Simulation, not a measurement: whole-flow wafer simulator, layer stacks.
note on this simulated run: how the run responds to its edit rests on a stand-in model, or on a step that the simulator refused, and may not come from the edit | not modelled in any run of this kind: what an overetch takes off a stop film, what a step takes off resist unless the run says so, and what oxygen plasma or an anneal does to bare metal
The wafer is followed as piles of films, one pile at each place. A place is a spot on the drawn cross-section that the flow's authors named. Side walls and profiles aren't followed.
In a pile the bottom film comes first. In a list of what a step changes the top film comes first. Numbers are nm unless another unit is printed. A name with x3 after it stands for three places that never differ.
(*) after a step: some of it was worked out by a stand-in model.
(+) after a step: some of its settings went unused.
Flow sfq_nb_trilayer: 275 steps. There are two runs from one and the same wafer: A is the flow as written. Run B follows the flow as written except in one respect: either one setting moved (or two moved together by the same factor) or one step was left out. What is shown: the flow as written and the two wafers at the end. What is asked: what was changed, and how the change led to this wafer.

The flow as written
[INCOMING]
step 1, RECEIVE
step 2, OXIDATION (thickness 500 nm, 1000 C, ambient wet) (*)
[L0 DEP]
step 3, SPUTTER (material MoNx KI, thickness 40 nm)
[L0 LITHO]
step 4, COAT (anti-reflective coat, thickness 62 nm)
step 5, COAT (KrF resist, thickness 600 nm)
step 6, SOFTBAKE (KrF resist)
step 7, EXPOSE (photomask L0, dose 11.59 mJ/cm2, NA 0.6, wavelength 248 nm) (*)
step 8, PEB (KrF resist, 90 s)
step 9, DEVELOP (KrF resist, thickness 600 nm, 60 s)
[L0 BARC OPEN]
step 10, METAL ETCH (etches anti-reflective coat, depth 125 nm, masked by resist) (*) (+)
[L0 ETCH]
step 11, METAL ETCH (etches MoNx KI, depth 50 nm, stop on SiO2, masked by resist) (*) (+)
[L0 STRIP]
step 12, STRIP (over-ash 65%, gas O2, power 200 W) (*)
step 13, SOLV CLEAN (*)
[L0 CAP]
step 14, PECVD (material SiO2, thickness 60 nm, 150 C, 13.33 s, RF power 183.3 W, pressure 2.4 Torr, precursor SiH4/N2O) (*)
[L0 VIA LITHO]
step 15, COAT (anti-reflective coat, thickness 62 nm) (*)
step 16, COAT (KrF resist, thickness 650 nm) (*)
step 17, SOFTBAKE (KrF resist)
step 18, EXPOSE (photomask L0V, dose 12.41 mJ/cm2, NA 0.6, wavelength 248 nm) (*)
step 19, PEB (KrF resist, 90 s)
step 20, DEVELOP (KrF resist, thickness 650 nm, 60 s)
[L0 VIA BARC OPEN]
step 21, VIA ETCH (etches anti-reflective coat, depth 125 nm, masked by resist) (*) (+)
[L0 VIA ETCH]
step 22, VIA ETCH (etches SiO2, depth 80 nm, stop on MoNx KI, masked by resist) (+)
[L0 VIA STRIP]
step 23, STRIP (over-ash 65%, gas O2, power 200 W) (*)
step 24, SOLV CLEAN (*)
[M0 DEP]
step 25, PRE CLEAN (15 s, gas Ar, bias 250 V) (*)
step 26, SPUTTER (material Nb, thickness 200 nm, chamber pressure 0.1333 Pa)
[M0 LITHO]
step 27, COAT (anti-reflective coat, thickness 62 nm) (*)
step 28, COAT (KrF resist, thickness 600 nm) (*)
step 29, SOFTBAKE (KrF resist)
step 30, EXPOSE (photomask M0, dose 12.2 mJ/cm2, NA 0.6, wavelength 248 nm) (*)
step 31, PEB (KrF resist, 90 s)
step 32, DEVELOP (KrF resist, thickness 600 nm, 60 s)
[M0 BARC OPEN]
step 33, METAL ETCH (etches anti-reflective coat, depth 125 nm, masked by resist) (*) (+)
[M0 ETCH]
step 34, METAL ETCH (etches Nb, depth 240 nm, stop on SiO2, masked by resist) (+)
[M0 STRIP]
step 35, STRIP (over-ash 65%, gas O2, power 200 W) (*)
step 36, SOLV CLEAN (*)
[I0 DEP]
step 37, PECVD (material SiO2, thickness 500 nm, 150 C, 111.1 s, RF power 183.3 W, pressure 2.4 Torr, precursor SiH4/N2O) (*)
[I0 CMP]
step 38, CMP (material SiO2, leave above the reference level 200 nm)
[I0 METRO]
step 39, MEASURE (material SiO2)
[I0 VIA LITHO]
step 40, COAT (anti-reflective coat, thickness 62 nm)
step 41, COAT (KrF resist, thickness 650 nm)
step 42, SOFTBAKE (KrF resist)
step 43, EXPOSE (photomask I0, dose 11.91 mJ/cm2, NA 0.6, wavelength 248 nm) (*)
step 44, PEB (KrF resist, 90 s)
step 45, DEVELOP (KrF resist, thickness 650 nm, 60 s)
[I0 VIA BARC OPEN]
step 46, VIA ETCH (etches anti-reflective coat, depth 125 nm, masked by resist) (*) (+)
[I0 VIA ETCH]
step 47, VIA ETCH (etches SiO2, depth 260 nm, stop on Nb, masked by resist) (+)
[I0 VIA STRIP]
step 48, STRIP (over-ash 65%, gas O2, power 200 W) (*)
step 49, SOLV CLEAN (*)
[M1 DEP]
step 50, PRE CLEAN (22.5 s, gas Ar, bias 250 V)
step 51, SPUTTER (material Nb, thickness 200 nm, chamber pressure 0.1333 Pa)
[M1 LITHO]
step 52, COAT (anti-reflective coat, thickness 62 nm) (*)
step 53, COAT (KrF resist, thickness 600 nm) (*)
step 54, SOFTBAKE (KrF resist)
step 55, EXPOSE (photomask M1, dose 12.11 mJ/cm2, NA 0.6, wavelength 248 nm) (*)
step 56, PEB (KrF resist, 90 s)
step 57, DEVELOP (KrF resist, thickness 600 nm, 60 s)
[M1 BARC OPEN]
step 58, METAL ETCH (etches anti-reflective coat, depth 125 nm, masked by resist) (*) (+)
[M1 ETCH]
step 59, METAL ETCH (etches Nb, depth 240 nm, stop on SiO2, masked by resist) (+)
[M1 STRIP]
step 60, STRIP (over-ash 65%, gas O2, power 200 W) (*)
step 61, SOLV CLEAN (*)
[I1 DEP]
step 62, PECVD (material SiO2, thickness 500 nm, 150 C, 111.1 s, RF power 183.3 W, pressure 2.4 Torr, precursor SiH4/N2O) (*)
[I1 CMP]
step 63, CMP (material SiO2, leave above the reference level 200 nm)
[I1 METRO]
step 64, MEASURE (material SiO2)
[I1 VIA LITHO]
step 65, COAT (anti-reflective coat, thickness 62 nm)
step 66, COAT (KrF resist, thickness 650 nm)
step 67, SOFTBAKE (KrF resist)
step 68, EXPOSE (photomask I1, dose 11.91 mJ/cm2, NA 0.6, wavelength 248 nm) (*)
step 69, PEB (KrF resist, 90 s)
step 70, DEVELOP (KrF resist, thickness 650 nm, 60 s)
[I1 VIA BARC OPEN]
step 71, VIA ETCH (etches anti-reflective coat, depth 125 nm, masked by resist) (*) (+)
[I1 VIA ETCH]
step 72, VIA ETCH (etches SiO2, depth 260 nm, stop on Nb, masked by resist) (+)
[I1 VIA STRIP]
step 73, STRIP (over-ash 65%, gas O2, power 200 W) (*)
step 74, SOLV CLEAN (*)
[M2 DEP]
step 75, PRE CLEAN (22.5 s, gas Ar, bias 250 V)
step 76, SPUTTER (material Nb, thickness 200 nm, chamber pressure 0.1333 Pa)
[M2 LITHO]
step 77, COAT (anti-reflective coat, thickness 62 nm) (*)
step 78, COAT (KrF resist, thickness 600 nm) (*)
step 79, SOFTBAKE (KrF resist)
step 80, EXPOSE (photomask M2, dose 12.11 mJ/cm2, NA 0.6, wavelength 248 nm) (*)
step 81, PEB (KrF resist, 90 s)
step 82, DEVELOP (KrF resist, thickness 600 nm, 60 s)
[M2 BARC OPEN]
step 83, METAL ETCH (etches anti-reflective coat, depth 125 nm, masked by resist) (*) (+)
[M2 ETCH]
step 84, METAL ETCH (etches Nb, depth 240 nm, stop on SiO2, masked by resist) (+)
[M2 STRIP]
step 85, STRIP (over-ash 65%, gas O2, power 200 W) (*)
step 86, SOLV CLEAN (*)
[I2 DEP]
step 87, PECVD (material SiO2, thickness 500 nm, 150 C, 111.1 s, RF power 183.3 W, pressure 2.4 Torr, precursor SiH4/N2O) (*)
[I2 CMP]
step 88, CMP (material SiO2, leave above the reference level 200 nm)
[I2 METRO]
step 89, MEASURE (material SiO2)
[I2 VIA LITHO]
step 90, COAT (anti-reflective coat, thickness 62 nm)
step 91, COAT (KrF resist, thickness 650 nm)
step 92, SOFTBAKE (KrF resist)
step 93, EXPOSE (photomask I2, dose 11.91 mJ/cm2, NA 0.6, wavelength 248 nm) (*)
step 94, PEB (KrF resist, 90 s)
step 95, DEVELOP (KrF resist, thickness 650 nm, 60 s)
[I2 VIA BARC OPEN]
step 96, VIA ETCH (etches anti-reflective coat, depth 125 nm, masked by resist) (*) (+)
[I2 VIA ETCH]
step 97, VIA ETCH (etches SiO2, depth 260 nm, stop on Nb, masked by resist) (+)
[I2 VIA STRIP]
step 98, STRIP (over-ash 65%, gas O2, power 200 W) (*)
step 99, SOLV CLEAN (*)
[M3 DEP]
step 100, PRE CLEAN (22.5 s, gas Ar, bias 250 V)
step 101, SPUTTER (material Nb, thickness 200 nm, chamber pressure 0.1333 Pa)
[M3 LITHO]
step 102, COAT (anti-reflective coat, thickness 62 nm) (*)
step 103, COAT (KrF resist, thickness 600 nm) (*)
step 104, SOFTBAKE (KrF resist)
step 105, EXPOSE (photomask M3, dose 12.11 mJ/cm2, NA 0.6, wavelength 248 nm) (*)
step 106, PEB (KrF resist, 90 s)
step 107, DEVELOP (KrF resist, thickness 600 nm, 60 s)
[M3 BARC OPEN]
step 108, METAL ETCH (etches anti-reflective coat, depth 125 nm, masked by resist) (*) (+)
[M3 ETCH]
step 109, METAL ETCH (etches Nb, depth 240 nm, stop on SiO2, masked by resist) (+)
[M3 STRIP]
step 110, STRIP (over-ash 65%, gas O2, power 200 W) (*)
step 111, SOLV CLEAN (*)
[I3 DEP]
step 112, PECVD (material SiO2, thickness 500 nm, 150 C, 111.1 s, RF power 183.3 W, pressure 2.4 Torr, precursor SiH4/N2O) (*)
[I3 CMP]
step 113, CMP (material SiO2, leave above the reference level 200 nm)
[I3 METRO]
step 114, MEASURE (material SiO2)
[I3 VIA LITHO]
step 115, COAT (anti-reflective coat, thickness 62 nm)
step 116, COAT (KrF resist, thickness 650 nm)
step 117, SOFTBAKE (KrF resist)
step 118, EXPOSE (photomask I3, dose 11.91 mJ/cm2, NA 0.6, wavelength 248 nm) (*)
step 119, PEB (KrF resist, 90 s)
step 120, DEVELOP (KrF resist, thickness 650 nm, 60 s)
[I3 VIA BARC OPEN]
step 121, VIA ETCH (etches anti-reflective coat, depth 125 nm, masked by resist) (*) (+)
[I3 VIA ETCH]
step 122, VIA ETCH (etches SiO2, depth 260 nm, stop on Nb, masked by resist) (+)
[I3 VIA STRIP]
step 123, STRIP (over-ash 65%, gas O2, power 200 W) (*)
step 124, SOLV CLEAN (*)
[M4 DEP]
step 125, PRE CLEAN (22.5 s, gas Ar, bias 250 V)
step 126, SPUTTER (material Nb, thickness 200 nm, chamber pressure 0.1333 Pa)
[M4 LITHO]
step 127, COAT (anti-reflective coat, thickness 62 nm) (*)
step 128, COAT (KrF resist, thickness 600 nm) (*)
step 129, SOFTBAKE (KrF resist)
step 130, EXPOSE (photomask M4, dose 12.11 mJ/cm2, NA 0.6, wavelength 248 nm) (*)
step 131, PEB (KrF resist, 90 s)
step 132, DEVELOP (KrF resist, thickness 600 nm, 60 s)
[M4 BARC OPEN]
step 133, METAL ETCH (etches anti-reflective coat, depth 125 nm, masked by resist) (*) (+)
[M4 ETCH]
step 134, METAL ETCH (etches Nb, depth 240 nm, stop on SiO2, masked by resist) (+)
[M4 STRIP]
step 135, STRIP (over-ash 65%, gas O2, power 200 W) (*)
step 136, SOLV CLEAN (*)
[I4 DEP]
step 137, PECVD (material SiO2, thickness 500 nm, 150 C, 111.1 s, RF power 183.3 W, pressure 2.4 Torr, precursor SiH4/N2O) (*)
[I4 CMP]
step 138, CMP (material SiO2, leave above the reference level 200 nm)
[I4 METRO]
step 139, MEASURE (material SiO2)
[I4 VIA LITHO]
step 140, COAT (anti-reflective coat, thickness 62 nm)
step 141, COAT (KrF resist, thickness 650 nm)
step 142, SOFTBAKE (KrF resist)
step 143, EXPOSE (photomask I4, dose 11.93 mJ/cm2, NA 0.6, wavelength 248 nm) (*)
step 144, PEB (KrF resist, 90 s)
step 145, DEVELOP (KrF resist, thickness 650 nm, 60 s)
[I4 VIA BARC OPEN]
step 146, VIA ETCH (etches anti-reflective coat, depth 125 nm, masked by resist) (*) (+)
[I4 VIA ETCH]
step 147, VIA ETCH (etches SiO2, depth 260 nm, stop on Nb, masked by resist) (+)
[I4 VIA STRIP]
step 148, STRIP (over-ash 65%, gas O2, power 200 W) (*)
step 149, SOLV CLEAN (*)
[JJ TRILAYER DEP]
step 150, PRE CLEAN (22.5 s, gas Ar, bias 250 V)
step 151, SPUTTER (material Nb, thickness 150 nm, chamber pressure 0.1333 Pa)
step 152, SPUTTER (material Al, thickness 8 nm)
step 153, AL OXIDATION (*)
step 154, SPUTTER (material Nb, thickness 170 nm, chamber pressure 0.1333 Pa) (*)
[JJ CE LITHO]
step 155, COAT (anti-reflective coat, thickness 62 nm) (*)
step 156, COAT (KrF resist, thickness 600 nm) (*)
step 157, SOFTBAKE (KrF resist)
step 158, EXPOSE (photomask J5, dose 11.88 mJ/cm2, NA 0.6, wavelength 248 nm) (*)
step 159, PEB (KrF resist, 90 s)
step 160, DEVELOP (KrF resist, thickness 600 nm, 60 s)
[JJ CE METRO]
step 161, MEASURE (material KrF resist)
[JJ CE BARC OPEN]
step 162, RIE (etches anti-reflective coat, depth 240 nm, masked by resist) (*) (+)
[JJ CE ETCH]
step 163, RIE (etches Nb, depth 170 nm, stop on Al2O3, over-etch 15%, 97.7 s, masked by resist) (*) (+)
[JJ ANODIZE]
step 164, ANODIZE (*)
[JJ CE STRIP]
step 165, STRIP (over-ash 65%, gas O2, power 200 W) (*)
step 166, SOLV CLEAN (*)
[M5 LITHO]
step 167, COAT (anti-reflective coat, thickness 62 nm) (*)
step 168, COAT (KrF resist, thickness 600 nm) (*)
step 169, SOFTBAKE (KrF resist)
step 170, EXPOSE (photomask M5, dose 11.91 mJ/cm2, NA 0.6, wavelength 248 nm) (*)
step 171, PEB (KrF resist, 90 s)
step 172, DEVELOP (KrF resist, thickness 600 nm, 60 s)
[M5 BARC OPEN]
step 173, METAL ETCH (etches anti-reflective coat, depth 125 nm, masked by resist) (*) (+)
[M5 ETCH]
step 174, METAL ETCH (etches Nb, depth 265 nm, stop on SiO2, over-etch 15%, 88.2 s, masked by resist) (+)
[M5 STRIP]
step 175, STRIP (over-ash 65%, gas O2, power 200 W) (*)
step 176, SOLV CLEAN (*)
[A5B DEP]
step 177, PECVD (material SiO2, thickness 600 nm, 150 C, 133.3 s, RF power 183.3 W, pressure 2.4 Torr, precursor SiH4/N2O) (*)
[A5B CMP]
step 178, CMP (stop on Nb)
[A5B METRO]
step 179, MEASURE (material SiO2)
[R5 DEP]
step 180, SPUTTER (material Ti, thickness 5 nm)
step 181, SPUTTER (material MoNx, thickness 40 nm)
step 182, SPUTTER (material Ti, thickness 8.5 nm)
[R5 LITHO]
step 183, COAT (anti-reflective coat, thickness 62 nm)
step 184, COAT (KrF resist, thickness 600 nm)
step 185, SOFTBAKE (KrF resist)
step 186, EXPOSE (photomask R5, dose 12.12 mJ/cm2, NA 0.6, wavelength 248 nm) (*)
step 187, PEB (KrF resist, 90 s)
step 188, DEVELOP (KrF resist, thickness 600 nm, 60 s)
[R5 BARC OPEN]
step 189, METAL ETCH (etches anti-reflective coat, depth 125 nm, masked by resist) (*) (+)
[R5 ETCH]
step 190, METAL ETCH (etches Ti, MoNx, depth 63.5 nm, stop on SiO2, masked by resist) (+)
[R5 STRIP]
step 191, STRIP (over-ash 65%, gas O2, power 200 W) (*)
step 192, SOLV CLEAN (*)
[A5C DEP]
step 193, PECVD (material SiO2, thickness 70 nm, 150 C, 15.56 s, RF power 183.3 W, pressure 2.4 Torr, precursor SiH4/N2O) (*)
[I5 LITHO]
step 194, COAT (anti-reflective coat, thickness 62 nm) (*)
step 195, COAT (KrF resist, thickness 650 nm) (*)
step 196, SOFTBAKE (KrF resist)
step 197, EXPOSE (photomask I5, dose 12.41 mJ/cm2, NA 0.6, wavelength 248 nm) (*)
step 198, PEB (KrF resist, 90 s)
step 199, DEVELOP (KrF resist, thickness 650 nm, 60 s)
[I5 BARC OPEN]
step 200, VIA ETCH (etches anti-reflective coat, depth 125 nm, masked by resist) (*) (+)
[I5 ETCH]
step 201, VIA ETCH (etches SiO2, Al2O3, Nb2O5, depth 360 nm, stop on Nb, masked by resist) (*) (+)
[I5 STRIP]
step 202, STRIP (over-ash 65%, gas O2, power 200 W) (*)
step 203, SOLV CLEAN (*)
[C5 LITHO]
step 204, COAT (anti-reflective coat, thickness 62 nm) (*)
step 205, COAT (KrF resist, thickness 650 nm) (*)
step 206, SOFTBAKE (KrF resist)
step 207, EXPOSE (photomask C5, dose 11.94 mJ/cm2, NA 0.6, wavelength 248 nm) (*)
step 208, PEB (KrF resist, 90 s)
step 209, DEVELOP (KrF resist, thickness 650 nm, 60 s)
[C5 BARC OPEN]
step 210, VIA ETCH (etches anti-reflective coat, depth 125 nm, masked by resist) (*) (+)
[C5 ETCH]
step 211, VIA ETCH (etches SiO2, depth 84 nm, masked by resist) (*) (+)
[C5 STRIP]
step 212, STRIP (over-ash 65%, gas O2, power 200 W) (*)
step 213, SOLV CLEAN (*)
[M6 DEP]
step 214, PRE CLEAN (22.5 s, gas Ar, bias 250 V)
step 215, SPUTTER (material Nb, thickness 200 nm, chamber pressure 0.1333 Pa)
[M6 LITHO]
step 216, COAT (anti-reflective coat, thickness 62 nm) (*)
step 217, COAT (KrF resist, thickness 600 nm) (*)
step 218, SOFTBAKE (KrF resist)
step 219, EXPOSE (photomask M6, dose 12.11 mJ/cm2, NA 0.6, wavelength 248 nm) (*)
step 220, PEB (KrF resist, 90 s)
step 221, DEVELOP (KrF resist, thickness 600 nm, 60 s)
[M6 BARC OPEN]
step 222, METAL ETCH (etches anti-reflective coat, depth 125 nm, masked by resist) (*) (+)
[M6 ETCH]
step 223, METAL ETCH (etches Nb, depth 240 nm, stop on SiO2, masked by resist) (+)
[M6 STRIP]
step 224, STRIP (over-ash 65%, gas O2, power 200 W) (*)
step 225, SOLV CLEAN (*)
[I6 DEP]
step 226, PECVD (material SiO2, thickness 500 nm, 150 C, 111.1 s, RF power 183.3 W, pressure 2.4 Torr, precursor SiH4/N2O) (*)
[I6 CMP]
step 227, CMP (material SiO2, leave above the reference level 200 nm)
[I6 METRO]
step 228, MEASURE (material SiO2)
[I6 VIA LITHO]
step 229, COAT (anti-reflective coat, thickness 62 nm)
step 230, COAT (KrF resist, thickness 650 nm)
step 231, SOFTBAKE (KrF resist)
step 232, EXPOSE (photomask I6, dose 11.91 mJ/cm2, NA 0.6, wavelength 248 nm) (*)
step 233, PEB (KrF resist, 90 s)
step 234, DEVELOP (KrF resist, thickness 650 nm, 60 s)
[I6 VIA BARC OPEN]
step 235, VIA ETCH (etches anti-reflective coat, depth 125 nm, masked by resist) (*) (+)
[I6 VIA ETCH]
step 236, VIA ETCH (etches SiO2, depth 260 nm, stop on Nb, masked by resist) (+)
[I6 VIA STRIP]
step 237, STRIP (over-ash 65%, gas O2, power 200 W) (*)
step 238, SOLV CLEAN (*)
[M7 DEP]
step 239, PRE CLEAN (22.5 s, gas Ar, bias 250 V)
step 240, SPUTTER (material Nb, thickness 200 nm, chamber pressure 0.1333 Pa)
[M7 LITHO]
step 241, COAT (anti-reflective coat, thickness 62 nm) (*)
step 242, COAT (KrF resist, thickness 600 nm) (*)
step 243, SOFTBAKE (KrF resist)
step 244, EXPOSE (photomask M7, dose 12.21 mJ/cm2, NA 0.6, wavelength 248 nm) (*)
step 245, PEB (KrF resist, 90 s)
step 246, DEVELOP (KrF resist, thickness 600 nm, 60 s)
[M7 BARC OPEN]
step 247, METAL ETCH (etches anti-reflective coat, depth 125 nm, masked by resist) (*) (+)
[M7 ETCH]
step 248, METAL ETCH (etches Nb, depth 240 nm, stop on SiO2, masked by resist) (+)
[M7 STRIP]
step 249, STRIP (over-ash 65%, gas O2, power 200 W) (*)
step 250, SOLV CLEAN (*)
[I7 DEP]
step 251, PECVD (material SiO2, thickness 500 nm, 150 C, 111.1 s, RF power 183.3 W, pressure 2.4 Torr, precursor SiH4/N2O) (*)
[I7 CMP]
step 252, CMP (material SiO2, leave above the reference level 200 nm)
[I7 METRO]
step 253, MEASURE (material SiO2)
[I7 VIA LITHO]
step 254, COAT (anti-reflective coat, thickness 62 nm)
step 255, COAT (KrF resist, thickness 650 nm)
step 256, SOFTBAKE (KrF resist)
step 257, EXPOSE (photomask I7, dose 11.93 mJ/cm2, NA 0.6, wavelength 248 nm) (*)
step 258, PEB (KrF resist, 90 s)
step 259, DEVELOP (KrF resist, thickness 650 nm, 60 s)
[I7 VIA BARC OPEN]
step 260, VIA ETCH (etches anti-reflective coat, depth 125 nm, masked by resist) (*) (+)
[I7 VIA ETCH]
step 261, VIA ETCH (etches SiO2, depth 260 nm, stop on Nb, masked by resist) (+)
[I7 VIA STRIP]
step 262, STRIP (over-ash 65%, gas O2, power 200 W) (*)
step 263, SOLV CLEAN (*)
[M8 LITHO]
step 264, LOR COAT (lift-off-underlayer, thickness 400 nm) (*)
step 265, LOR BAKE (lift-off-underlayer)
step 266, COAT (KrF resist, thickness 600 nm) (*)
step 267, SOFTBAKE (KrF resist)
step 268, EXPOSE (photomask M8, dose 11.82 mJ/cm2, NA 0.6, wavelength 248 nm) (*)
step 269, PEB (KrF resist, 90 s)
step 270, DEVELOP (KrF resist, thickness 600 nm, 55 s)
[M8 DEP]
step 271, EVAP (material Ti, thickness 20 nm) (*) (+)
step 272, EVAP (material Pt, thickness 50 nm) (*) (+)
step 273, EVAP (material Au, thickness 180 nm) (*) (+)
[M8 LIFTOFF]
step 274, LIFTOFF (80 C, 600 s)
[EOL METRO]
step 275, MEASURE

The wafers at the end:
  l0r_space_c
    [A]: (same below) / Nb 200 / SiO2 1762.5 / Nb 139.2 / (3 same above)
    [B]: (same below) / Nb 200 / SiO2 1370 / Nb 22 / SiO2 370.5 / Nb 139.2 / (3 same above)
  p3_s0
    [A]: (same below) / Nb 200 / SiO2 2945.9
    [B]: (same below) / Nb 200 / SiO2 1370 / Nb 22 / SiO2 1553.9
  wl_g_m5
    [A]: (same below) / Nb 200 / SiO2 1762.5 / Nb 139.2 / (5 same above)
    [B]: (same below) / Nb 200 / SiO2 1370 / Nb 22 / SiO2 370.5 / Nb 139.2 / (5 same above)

The reason: step 133, METAL ETCH: etches anti-reflective coat, depth 125 nm, masked by resist (*) (+), was omitted.

How this came from the change, step by step:
  step 134, METAL ETCH (etches Nb, depth 240 nm, stop on SiO2, masked by resist) (+)
      p3_s0, p3_s1, p3_s2 and 45 more: A -200 Nb (all of it) | B -62 anti-reflective coat (all of it), -178 Nb
      moat, field_r, lsp_l, lsp_r, l0_sur, l0v: A -200 Nb (all of it) | B -61.8 anti-reflective coat (all of it), -178.2 Nb
      (also at 13 further places)
  step 135, STRIP (over-ash 65%, gas O2, power 200 W) (*)
      p4_fl, p4_fm, p4_w1 and 26 more: A -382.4 KrF resist (all of it), -62 anti-reflective coat (all of it) | B -434 KrF resist (all of it), -62 anti-reflective coat (all of it)
      ln_m5, lsp_m, ln_m6: A -381.9 KrF resist (all of it), -61.8 anti-reflective coat (all of it) | B -433.6 KrF resist (all of it), -61.8 anti-reflective coat (all of it)
      (also at 7 further places)
  step 137, PECVD (material SiO2, thickness 500 nm, 150 C, 111.1 s, RF power 183.3 W, pressure 2.4 Torr, precursor SiH4/N2O) (*)
      field_l, be, be_sur and 55 more: A +500 SiO2 | B +500 SiO2 (new film)
      p3_s0, p3_s1, p3_s2, p3_s3, p3_s4, p3_s5: A +557.1 SiO2 | B +535.1 SiO2 (new film)
      (also at 3 further places)
  step 138, CMP (material SiO2, leave above the reference level 200 nm)
      p3_fr, wl_d_sl, wl_d_m1 and 39 more: A -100 SiO2 | B -122 SiO2
      be_r, r_sur, res, r_end: A -100 SiO2 | B -121.7 SiO2
      (also at 15 further places)
  step 167, COAT (anti-reflective coat, thickness 62 nm) (*)
      ce_l: A +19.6 anti-reflective coat (new film) | B +17.4 anti-reflective coat (new film)
      ce_r: A +19.7 anti-reflective coat (new film) | B +18.6 anti-reflective coat (new film)
  step 175, STRIP (over-ash 65%, gas O2, power 200 W) (*)
      ce_l: A -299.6 KrF resist (all of it), -19.6 anti-reflective coat (all of it) | B -301.5 KrF resist (all of it), -17.4 anti-reflective coat (all of it)
      ce_r: A -299.9 KrF resist (all of it), -19.7 anti-reflective coat (all of it) | B -300.8 KrF resist (all of it), -18.6 anti-reflective coat (all of it)
Taking metal films that touch as one body, l0r_space_c has 3 bodies (between them, from the top down: SiO2 370.5; SiO2 1370); the flow as written gives 2 bodies (between them, from the top down: SiO2 1762.5).
Taking metal films that touch as one body, p3_s0 has 2 bodies (between them, from the top down: SiO2 1370); the flow as written gives 1 body.
Taking metal films that touch as one body, wl_g_m5 has 4 bodies (between them, from the top down: SiO2 601.5 / Al2O3 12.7 / Nb2O5 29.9; SiO2 370.5; SiO2 1370); the flow as written gives 3 bodies (between them, from the top down: SiO2 601.5 / Al2O3 12.7 / Nb2O5 29.9; SiO2 1762.5).
